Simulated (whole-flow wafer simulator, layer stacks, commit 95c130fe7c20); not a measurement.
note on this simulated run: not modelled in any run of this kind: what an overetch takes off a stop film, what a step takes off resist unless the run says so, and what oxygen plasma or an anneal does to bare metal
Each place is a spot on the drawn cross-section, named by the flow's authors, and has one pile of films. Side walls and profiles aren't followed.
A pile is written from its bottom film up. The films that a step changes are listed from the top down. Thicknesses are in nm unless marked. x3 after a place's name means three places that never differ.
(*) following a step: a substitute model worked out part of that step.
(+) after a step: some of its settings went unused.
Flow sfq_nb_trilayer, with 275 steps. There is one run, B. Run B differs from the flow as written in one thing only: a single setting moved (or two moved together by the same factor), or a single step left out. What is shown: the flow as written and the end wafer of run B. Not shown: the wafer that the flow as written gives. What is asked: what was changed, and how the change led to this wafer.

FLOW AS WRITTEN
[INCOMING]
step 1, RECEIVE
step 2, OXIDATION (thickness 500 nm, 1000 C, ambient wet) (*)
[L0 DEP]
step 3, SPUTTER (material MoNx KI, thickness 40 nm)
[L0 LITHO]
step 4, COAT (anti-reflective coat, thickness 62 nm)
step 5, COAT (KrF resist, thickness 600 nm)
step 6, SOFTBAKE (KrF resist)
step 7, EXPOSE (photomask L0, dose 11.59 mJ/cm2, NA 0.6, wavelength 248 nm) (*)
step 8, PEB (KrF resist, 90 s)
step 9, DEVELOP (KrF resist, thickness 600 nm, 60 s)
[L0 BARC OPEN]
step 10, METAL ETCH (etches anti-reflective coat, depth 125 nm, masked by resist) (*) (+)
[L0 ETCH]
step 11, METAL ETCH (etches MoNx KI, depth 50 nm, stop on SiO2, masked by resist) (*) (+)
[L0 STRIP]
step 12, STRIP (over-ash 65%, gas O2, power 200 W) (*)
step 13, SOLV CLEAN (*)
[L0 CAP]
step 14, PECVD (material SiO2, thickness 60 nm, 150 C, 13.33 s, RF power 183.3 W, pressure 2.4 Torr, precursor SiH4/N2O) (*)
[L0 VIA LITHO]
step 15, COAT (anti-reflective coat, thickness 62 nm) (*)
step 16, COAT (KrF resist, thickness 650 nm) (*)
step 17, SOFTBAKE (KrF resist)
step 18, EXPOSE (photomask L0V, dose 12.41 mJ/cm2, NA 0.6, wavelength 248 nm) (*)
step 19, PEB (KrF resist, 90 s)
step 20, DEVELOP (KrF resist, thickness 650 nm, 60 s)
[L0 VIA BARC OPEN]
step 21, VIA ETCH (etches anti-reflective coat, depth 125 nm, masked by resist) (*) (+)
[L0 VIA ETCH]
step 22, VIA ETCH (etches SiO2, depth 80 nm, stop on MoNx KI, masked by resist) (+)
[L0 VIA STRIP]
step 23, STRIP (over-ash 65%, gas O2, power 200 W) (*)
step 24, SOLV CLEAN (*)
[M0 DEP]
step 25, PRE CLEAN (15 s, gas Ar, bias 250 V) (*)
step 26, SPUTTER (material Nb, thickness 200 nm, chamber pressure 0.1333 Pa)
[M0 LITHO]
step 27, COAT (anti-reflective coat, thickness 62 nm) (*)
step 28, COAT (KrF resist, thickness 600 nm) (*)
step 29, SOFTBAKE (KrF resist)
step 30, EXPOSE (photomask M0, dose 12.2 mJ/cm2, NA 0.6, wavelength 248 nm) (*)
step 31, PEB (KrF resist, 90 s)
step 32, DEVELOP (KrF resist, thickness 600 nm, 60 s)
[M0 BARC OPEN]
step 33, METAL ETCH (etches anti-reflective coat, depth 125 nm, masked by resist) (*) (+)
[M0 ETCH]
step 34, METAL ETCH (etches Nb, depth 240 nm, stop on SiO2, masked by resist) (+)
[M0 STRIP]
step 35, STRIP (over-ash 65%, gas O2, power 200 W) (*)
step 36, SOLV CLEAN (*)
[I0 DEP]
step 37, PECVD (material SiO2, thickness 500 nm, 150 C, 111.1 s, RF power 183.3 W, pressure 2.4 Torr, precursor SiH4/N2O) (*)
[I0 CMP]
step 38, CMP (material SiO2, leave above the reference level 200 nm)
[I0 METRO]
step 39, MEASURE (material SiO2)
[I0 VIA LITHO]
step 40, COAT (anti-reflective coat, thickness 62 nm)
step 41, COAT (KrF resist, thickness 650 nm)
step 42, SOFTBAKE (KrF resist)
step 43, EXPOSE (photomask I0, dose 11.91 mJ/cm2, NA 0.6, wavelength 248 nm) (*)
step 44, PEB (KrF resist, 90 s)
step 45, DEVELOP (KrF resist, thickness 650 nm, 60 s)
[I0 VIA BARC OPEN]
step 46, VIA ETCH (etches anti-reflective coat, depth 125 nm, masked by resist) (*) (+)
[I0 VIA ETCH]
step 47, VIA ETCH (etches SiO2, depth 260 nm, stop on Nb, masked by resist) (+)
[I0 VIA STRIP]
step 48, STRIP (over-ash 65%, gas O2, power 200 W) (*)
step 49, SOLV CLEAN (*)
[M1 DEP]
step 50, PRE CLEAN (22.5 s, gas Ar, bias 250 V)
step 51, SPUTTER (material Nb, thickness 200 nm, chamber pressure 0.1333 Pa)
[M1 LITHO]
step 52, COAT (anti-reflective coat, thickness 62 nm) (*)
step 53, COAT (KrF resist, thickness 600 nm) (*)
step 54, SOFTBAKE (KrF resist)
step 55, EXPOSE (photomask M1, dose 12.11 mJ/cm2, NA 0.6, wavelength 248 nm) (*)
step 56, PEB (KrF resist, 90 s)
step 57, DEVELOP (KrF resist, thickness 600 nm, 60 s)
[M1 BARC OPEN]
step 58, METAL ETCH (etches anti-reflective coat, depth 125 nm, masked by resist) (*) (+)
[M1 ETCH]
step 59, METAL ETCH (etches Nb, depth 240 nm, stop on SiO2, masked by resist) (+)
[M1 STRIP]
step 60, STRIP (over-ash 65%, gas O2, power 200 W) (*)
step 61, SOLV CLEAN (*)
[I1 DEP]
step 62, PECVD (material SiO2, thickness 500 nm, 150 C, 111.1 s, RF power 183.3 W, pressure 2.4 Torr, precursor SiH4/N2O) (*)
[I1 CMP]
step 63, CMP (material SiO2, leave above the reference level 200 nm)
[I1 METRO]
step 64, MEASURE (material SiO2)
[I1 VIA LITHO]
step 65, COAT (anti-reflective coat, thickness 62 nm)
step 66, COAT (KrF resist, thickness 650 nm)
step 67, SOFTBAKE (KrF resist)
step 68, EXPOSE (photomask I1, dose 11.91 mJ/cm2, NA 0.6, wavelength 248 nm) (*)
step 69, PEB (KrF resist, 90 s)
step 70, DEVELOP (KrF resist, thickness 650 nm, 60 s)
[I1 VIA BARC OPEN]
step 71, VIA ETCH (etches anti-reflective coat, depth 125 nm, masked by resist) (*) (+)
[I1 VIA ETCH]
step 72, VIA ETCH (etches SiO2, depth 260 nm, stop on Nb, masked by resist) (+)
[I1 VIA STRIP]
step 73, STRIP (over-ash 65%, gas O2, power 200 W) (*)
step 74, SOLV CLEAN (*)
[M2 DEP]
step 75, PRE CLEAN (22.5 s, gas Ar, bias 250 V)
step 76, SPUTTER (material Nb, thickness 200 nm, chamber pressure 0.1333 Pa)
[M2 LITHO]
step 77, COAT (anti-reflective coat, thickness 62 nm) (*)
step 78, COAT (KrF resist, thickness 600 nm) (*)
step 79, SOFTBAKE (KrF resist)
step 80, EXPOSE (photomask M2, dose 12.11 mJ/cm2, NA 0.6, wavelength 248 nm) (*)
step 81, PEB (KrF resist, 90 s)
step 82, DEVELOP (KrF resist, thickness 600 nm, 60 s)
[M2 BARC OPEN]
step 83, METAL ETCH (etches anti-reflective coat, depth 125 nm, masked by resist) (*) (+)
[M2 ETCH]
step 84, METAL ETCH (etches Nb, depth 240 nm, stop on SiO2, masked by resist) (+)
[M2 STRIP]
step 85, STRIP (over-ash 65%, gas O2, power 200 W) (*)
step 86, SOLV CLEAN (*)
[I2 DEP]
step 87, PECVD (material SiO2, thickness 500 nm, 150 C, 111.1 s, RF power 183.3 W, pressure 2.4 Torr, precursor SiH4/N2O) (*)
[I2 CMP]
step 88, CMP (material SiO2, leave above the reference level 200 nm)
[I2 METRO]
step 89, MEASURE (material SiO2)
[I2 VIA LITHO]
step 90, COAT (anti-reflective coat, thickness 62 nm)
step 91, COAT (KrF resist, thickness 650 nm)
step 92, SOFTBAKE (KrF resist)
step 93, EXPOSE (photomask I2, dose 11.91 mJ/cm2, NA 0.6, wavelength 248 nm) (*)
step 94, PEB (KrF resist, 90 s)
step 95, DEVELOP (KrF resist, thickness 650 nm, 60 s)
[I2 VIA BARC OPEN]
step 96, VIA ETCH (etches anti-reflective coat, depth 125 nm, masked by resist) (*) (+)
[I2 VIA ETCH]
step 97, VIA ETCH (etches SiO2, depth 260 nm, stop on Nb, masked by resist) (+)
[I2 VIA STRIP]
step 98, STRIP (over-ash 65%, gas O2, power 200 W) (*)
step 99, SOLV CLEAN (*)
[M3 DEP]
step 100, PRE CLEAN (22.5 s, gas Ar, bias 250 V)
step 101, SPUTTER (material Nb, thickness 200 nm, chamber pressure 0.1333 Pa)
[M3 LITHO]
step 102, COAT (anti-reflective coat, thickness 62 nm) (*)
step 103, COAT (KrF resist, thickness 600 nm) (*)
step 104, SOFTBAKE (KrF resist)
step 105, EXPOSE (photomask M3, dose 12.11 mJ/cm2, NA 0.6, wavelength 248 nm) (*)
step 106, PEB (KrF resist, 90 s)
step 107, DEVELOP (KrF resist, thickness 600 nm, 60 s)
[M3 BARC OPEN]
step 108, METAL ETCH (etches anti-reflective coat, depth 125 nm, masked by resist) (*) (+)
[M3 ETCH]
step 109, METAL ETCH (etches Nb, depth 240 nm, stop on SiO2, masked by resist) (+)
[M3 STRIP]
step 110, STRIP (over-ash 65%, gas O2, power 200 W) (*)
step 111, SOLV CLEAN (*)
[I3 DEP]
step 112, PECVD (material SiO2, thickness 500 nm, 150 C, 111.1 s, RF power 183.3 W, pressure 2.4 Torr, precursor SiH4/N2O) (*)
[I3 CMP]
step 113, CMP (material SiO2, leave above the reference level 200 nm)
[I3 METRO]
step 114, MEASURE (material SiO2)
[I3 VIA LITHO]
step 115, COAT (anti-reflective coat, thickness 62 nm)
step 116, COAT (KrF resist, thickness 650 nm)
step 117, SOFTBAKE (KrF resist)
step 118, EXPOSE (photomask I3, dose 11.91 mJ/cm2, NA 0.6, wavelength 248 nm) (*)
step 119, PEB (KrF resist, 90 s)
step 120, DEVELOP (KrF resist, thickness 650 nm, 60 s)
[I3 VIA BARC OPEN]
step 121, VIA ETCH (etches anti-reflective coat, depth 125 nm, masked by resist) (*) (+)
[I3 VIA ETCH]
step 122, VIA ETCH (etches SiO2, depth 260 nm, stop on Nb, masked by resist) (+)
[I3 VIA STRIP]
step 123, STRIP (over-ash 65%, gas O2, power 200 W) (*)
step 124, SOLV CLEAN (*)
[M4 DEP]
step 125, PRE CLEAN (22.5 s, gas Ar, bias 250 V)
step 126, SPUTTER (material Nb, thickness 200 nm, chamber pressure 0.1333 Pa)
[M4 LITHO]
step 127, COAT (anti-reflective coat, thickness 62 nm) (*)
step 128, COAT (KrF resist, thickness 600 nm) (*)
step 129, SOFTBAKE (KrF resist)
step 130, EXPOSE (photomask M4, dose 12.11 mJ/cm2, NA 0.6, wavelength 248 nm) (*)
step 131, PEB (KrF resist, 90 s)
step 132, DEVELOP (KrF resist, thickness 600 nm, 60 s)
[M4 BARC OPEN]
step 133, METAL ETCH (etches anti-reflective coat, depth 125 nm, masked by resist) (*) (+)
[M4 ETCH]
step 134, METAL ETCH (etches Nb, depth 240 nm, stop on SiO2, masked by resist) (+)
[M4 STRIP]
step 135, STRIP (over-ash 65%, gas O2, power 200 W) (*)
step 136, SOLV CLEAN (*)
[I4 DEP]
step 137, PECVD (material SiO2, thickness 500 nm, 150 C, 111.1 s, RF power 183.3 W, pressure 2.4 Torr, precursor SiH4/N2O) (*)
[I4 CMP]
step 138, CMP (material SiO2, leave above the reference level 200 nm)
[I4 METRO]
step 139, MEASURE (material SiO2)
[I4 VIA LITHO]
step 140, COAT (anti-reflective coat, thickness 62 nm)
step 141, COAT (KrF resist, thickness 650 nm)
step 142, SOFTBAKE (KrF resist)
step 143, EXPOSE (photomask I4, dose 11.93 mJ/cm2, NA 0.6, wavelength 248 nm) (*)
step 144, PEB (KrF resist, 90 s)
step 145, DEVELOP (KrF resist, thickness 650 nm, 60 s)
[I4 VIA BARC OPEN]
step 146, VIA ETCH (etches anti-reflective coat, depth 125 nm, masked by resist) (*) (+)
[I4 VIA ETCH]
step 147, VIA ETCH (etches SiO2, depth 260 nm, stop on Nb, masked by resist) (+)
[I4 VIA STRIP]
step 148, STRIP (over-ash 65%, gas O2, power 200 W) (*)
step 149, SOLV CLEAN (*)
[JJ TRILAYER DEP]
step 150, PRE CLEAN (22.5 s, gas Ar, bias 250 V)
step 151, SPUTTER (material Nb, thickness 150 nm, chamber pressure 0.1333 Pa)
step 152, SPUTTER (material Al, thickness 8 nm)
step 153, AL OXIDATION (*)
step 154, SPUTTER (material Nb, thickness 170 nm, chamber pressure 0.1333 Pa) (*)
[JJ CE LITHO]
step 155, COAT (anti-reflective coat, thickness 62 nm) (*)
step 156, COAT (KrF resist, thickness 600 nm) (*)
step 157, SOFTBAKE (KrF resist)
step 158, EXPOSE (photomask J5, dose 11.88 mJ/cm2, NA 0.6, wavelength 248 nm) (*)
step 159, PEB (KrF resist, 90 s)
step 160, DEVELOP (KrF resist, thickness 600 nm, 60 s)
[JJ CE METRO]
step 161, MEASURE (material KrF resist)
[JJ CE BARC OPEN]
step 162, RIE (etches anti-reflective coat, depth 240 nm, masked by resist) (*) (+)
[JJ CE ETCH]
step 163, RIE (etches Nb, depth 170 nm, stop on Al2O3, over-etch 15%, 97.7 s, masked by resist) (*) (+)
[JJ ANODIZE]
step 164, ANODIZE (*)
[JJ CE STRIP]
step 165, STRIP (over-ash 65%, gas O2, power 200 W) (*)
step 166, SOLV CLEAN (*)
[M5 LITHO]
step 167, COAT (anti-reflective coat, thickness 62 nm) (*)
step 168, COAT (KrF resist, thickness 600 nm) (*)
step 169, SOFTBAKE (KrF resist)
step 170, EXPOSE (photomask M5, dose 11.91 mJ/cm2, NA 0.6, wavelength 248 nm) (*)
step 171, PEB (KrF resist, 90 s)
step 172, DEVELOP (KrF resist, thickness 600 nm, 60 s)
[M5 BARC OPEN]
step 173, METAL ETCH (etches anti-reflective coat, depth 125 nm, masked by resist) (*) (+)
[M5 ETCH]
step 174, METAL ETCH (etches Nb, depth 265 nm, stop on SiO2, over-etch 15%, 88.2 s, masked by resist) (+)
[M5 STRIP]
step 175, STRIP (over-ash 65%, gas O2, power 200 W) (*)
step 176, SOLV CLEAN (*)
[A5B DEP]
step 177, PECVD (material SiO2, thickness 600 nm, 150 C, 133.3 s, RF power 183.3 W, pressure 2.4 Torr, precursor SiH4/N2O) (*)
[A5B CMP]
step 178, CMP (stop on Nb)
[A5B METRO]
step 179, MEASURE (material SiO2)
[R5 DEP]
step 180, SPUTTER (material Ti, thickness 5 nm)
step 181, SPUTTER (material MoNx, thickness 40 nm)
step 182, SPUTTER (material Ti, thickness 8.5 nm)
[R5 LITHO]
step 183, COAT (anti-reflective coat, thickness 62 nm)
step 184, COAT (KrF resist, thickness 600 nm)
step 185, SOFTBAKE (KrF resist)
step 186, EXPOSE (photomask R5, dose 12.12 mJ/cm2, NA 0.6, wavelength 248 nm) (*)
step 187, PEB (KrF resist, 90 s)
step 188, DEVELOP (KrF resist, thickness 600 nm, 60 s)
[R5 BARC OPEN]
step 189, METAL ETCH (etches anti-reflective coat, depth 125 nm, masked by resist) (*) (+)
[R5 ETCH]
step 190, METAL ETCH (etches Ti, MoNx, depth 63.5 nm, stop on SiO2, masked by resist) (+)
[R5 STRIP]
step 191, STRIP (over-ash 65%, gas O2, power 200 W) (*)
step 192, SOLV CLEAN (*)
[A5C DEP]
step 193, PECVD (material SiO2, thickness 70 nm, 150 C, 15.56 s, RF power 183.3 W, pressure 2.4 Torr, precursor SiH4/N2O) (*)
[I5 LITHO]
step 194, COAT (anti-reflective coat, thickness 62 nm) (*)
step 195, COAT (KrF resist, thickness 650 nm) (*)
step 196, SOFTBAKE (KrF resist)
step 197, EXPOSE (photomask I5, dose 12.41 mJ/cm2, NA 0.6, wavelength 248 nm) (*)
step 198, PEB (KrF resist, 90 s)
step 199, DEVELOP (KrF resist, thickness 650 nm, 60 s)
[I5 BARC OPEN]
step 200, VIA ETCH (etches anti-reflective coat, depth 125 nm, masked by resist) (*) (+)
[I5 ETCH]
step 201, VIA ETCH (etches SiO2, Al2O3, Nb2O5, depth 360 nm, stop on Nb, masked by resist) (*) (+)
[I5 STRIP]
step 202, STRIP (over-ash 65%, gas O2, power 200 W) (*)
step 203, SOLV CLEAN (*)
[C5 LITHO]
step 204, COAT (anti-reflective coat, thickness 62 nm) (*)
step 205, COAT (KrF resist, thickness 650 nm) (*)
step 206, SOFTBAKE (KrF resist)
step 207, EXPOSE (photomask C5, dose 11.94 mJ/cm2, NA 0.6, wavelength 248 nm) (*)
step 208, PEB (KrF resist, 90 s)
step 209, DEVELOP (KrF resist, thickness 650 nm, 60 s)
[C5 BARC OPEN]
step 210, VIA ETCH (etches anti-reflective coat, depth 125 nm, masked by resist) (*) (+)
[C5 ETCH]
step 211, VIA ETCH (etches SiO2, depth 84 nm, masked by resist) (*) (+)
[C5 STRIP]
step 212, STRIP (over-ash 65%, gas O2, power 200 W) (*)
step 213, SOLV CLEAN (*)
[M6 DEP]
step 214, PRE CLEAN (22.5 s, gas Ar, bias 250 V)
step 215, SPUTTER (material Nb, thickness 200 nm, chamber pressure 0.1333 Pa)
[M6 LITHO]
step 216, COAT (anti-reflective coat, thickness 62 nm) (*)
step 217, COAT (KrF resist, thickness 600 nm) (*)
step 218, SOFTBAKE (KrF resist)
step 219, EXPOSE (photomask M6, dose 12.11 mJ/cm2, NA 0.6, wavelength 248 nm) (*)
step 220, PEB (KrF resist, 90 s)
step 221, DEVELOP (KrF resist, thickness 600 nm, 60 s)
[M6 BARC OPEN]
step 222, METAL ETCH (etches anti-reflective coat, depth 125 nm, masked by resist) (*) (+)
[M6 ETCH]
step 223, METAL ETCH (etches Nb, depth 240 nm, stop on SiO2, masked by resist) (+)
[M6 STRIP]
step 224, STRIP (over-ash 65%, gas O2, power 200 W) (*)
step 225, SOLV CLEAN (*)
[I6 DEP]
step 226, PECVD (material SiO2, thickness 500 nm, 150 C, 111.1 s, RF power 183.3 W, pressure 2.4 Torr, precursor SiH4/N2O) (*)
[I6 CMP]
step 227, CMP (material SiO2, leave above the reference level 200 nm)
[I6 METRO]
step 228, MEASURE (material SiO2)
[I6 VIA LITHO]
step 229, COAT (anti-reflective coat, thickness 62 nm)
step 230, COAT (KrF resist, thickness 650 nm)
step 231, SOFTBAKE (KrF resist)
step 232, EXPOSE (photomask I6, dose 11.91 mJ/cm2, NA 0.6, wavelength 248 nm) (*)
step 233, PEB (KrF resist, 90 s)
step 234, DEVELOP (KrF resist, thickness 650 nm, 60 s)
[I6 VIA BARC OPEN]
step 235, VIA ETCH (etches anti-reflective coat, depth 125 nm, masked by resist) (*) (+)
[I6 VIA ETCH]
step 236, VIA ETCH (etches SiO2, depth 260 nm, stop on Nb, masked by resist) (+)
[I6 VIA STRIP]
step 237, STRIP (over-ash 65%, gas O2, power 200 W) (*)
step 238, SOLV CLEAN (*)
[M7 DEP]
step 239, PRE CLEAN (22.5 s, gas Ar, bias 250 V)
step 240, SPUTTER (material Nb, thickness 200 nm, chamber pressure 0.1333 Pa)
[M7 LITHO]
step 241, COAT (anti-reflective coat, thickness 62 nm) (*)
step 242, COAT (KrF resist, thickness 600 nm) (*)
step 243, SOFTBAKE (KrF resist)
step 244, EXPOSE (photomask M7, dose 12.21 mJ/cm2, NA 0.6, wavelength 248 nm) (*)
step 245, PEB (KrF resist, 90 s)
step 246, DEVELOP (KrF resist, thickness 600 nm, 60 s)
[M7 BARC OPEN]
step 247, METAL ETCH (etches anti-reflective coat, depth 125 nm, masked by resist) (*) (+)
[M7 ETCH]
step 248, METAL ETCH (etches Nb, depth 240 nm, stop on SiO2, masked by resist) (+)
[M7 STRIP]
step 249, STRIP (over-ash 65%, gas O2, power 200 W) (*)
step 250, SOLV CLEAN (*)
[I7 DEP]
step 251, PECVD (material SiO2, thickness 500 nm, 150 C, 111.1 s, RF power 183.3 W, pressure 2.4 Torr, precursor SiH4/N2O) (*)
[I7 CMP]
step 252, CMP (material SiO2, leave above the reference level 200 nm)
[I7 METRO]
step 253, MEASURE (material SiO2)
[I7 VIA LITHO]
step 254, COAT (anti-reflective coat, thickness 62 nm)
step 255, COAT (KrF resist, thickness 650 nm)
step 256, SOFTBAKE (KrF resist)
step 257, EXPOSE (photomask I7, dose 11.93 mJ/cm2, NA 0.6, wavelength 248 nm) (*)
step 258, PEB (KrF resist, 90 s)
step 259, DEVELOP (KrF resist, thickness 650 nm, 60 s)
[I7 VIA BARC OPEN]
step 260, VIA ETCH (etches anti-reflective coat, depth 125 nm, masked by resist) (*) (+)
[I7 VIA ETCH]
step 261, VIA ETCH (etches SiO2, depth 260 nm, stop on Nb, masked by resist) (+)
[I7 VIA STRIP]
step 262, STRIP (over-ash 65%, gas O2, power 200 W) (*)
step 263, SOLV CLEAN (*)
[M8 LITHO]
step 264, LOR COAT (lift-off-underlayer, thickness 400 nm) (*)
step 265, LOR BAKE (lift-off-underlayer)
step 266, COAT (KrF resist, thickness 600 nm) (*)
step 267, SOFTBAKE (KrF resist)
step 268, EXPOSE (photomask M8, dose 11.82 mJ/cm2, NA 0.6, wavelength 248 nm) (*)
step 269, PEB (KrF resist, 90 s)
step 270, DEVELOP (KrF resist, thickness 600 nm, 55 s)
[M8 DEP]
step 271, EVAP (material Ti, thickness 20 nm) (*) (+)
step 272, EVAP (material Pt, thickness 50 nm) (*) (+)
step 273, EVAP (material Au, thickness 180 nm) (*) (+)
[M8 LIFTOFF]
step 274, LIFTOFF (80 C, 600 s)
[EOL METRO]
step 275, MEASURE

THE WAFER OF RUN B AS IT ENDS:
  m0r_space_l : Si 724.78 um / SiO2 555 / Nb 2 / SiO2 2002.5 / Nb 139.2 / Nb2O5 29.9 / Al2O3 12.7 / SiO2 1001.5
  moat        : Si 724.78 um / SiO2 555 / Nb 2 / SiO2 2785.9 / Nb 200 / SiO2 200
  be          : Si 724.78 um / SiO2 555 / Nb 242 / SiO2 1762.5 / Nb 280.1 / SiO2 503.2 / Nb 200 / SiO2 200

What caused this: step 26, SPUTTER: thickness 242 nm was run, though the flow has thickness 200 nm.
The wafer itself shows it: be has Nb 242, and step 26 as written asks for 200 nm.

Step by step, how the change led to this:
  step 26, SPUTTER (material Nb, thickness 200 nm, chamber pressure 0.1333 Pa)
      field_l, v_sur, via_wl and 102 more: Nb gains 242 (new film) (in the flow as written it would be: Nb gains 200 (new film))
      l0v: Nb gains 237.8 (new film) (in the flow as written it would be: Nb gains 195.7 (new film))
  step 34, METAL ETCH (etches Nb, depth 240 nm, stop on SiO2, masked by resist) (+)
      moat, m0r_space_l, m0r_space_r: Nb loses 240 (in the flow as written it would be: Nb loses 200 (all of it))
  step 37, PECVD (material SiO2, thickness 500 nm, 150 C, 111.1 s, RF power 183.3 W, pressure 2.4 Torr, precursor SiH4/N2O) (*)
      moat, m0r_space_l, m0r_space_r: SiO2 gains 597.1 (new film) (in the flow as written it would be: SiO2 gains 557.1)
Taking metal films that touch as one body, m0r_space_l has 2 bodies (between them, from the top down: SiO2 2002.5); the flow as written gives 1 body.
Taking metal films that touch as one body, moat has 2 bodies (between them, from the top down: SiO2 2785.9); the flow as written gives 1 body.
